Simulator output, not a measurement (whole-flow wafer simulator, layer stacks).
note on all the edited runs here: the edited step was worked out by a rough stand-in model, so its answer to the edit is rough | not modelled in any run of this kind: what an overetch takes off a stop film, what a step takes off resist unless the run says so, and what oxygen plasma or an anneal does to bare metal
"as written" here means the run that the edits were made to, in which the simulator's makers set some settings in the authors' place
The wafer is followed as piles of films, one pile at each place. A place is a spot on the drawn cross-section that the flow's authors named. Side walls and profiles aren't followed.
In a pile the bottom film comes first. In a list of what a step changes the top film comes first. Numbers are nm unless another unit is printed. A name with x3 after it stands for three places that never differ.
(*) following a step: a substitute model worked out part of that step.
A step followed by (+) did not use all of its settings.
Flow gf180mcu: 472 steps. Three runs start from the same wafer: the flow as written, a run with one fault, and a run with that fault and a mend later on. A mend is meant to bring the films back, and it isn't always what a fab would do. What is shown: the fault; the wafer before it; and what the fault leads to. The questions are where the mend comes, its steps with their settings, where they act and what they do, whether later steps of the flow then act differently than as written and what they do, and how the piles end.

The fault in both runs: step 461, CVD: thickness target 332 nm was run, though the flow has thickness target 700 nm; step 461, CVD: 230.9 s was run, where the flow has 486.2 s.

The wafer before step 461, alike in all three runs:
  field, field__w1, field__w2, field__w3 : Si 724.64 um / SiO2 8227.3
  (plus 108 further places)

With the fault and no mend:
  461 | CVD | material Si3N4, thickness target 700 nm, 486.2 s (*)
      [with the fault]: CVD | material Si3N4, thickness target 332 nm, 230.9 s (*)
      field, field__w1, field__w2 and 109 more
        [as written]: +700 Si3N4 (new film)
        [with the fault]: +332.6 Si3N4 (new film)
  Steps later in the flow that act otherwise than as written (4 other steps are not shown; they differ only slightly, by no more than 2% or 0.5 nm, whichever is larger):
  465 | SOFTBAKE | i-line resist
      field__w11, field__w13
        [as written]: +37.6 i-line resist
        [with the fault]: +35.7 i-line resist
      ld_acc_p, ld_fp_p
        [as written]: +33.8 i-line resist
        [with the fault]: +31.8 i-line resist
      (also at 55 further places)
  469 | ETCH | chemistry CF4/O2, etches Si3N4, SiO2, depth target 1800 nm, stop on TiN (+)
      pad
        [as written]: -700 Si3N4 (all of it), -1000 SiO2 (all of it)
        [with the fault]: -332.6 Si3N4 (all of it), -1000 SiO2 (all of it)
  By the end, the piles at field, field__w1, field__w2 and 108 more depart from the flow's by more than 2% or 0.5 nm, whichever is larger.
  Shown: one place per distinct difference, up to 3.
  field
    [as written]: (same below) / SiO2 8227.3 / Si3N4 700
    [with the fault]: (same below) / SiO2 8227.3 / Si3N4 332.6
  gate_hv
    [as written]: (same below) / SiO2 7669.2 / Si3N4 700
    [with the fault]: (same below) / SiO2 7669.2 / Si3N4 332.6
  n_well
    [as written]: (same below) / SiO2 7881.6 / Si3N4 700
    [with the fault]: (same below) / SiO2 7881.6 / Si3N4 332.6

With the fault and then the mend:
  The mend stands after step 468.
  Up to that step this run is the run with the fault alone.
  468a | STRIP | chemistry O2/N2, power 2160 W, pressure 1700 mTorr (*)
      iso_ptap_pw, iso_ntap_nw, iso_nw_fld and 33 more
        -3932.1 i-line resist (all of it)
      p_well, sti, spacer, sd_n, mim_1p0, dice_street
        -3938 i-line resist (all of it)
      field__w4, sd_p, gate_p, nw_enc_fld_lv__w3
        -3974.6 i-line resist (all of it)
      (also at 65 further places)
  468b | CVD | material Si3N4, thickness target 368 nm, 255.6 s (*) (a further turn of the flow's step 461, with different settings)
      field, field__w1, field__w2 and 109 more
        +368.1 Si3N4
  468c | HMDS | 120 C, 60 s (a further turn of the flow's step 463)
      does not change any film at any place that is followed
  468d | COAT | i-line resist, thickness 4000 nm (*) (a further turn of the flow's step 464)
      iso_ptap_pw, iso_ntap_nw, iso_nw_fld and 33 more
        +4000 i-line resist (new film)
      field__w9, field__w13, sd_p_hv, gate_p_hv, nplus_u, npoly_u
        +4017 i-line resist (new film)
      p_well, sti, spacer, sd_n, mim_1p0, dice_street
        +4006.3 i-line resist (new film)
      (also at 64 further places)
  468e | SOFTBAKE | i-line resist (a further turn of the flow's step 465)
      ld_acc_p, ld_fp_p, ld_drift_p
        +33.8 i-line resist
      field__w2, field_sub__w4
        +33.4 i-line resist
      field__w11, field__w13
        +37.6 i-line resist
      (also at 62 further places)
  468f | EXPOSE | photomask Pad (a further turn of the flow's step 466)
      does not change any film at any place that is followed
  468g | PEB | i-line resist, 115 C, 93.9 s (a further turn of the flow's step 467)
      iso_ptap_pw, iso_ntap_nw, iso_nw_fld and 33 more
        -67.9 i-line resist
      field, field__w2, field__w3 and 25 more
        -68.8 i-line resist
      field_sub, field_sub__w1, field_sub__w2 and 23 more
        -68.7 i-line resist
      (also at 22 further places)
  468h | DEVELOP | thickness 4000 nm (*) (a further turn of the flow's step 468)
      field__w5, field__w7, field__w13 and 13 more
        -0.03 i-line resist
      pad
        -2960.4 i-line resist (all of it)
  Every later step of the flow that is run acts as written, at every place that is followed, to within 2% or 0.5 nm, whichever is larger.
  When the end is reached, the piles differ only a little from the flow's at the places that both follow, at most by 2% or 0.5 nm, whichever is larger.
